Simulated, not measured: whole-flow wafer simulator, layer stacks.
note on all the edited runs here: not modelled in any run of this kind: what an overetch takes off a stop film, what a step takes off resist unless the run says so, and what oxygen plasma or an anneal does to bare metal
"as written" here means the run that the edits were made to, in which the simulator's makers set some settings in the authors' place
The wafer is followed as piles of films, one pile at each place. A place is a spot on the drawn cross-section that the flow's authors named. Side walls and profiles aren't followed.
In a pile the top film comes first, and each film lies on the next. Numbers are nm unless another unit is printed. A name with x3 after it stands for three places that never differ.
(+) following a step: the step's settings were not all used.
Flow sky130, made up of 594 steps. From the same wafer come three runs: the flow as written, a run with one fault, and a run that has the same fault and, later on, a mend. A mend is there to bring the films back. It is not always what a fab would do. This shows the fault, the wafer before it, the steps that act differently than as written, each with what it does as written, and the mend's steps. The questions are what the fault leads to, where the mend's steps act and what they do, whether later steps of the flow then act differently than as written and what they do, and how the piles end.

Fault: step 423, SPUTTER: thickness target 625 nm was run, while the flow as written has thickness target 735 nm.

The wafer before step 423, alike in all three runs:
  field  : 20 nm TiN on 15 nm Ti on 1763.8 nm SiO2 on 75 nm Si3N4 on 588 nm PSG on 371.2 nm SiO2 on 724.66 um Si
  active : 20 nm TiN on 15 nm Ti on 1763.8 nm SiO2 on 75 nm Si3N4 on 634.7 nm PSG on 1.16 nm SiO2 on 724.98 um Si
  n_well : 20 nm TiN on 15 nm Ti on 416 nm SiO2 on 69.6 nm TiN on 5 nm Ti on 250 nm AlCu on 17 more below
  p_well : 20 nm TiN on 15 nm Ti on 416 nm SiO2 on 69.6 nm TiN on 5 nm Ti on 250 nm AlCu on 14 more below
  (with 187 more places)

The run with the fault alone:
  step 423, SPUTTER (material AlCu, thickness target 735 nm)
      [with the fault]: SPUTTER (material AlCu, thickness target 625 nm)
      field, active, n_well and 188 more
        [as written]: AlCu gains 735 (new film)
        [with the fault]: AlCu gains 625 (new film)
  Later steps of the flow acting differently than as written:
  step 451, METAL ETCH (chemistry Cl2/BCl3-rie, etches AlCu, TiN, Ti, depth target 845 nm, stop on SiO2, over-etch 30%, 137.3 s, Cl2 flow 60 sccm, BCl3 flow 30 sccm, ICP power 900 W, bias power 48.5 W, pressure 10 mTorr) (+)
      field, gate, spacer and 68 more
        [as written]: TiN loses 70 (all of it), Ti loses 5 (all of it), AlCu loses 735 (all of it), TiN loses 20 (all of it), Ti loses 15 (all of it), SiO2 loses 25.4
        [with the fault]: TiN loses 70 (all of it), Ti loses 5 (all of it), AlCu loses 625 (all of it), TiN loses 20 (all of it), Ti loses 15 (all of it), SiO2 loses 36.4
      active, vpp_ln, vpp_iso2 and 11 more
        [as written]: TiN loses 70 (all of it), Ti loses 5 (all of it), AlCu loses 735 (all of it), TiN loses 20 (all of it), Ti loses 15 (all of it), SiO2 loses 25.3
        [with the fault]: TiN loses 70 (all of it), Ti loses 5 (all of it), AlCu loses 625 (all of it), TiN loses 20 (all of it), Ti loses 15 (all of it), SiO2 loses 36.3
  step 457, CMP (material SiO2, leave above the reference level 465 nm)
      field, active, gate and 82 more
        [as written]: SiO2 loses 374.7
        [with the fault]: SiO2 loses 473.7
  The piles end different from the flow's at field, active, n_well and 190 more by more than 2% or 0.5 nm, whichever is larger.
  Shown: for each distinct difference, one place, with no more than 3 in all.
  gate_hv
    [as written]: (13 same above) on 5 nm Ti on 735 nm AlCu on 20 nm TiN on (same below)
    [with the fault]: (13 same above) on 5 nm Ti on 625 nm AlCu on 20 nm TiN on (same below)
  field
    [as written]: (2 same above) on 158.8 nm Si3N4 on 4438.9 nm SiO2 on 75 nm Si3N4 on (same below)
    [with the fault]: (2 same above) on 158.8 nm Si3N4 on 4328.9 nm SiO2 on 75 nm Si3N4 on (same below)
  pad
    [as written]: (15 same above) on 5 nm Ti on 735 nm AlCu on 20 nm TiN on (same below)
    [with the fault]: (15 same above) on 5 nm Ti on 625 nm AlCu on 20 nm TiN on (same below)

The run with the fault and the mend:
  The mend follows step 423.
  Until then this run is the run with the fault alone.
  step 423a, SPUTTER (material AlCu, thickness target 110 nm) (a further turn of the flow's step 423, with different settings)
      field, active, n_well and 188 more
        AlCu gains 110
  None of the later steps of the flow acts differently than as written at any place that is followed.
  The piles end the same as the flow's at every place that both follow.
